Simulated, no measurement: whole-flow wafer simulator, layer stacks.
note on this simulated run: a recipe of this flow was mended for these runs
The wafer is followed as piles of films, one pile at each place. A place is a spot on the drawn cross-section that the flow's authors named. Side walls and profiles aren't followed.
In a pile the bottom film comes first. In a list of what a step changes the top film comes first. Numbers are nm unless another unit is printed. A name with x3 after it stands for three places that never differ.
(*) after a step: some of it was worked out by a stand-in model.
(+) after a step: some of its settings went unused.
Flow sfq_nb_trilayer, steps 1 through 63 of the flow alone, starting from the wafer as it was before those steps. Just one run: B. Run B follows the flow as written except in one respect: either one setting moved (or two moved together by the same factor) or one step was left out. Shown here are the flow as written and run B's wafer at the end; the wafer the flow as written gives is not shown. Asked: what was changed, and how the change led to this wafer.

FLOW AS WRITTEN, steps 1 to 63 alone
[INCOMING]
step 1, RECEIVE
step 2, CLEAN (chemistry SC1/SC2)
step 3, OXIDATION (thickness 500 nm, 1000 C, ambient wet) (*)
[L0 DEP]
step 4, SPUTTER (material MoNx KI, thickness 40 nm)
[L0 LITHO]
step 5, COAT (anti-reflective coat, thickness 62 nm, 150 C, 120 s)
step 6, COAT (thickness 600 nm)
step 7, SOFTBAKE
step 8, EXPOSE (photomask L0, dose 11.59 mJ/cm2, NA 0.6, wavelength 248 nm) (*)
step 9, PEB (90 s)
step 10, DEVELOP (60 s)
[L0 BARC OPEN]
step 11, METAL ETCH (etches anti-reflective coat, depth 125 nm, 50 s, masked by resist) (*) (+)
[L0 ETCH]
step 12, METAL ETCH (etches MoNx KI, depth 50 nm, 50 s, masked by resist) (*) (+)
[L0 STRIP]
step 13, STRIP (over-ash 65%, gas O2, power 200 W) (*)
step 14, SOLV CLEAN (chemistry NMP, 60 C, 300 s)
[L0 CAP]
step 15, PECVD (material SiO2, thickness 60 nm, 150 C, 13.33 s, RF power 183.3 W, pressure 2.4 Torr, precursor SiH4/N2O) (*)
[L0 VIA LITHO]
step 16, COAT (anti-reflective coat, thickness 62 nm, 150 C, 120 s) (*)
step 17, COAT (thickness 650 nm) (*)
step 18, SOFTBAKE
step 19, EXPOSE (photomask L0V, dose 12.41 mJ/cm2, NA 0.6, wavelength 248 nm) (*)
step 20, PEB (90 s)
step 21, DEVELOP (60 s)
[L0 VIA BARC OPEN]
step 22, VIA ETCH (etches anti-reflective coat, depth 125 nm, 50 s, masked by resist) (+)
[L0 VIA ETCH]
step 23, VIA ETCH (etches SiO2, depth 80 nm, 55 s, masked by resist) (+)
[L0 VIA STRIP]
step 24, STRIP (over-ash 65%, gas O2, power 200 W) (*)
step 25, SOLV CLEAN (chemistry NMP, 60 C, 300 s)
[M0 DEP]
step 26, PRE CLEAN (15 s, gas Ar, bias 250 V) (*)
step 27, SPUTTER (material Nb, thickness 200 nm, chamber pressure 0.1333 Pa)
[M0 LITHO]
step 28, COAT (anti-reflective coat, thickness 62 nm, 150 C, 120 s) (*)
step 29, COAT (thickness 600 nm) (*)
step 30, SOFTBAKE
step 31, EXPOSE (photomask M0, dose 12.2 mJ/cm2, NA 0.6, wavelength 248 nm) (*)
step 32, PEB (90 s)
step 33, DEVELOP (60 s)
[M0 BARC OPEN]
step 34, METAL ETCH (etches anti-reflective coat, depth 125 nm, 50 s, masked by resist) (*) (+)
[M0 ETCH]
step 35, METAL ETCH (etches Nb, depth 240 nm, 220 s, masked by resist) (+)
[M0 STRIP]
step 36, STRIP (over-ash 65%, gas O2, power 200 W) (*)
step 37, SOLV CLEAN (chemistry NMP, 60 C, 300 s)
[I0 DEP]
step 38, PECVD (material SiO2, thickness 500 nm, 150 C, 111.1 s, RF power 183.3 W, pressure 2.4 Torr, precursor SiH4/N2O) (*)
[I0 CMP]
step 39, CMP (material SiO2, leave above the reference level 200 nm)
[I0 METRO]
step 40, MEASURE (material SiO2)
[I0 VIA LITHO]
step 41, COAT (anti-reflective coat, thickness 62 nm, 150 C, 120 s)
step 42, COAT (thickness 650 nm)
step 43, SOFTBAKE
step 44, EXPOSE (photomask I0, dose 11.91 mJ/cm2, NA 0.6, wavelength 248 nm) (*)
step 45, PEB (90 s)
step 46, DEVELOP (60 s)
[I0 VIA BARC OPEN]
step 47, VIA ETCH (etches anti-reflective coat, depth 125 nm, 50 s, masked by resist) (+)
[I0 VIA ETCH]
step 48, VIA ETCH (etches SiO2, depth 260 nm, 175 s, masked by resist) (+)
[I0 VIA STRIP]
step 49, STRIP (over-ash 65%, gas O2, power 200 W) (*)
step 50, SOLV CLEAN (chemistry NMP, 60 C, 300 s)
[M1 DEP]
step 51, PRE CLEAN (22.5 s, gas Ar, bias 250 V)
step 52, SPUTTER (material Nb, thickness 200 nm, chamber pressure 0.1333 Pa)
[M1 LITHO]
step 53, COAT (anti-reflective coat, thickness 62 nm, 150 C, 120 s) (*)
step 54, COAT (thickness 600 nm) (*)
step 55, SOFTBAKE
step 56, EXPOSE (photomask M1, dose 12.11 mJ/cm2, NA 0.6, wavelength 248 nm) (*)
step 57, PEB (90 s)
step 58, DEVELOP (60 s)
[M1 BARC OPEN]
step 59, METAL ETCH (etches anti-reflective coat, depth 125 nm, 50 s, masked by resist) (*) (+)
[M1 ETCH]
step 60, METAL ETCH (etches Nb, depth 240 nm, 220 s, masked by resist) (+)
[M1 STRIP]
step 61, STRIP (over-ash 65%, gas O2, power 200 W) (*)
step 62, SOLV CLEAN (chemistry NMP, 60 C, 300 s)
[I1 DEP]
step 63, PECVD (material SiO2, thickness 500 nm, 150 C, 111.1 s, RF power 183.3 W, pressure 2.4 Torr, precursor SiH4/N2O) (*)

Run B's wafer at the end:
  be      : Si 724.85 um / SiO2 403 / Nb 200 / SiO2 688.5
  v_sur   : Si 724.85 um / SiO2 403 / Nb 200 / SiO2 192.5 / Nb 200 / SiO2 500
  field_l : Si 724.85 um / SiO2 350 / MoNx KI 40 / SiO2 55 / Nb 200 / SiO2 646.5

Cause: step 3, OXIDATION: thickness 350 nm was run, while the flow as written has thickness 500 nm.
The wafer itself shows it: field_l has SiO2 350, and step 3 as written asks for 500 nm.

Step by step, how the change led to this:
  step 3, OXIDATION (thickness 500 nm, 1000 C, ambient wet) (*)
      field_l, v_sur, via_wl and 103 more: +350 SiO2 (new film), -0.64 chemical SiO2 (all of it), -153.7 Si (in the flow as written it would be: +500 SiO2 (new film), -0.64 chemical SiO2 (all of it), -219.7 Si)
